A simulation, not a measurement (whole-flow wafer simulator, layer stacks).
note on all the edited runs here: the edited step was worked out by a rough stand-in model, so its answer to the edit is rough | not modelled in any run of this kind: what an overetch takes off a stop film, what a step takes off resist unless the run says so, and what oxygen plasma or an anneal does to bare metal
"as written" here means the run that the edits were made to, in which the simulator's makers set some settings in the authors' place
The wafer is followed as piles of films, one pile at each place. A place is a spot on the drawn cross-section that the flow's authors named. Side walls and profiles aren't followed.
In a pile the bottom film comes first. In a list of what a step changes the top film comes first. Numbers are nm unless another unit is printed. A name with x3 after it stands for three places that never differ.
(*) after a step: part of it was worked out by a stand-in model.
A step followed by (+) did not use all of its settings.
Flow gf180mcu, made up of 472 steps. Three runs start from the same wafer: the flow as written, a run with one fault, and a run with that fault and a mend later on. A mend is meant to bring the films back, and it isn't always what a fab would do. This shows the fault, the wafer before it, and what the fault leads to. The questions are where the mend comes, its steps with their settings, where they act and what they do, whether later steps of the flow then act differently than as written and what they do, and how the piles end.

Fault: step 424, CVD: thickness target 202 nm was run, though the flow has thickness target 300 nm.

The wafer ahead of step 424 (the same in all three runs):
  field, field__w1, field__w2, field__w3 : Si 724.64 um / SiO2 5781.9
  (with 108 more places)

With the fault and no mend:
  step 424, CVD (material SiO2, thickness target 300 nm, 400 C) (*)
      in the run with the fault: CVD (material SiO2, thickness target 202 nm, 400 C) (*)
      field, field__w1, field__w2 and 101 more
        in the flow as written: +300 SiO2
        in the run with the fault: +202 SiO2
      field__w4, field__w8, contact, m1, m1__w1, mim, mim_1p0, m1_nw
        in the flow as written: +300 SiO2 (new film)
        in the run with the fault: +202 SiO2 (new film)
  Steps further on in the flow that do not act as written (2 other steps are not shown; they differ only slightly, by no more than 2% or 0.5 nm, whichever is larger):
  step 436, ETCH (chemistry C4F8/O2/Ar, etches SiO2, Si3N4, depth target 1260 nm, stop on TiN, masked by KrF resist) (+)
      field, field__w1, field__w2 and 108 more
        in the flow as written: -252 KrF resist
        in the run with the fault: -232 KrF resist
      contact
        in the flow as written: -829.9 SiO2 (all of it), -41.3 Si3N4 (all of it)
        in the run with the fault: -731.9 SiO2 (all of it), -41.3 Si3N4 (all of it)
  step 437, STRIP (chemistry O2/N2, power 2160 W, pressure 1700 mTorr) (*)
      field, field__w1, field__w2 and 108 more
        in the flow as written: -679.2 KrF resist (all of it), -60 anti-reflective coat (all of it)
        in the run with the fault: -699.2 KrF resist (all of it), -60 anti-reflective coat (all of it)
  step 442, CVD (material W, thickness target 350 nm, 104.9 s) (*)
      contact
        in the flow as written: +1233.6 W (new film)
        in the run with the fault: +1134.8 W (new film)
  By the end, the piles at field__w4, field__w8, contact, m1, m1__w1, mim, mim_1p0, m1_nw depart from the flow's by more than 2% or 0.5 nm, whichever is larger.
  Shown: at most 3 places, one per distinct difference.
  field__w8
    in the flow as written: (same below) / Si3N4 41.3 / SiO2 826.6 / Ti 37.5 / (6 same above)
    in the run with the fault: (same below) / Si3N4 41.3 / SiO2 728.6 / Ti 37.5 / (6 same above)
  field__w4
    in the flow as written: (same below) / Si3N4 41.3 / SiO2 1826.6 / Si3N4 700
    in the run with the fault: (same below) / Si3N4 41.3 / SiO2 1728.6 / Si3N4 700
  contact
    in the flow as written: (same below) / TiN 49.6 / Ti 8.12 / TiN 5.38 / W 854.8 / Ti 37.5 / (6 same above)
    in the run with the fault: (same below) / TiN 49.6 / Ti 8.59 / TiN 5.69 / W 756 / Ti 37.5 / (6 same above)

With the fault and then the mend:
  The mend follows step 424.
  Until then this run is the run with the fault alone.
  step 424a, CVD (material SiO2, thickness target 98 nm, 400 C) (*) (a further turn of the flow's step 424, with different settings)
      field, field__w1, field__w2 and 109 more
        +98 SiO2
  Later steps of the flow that are run all act as written at every place that is followed.
  The piles end the same as the flow's at every place that both follow.
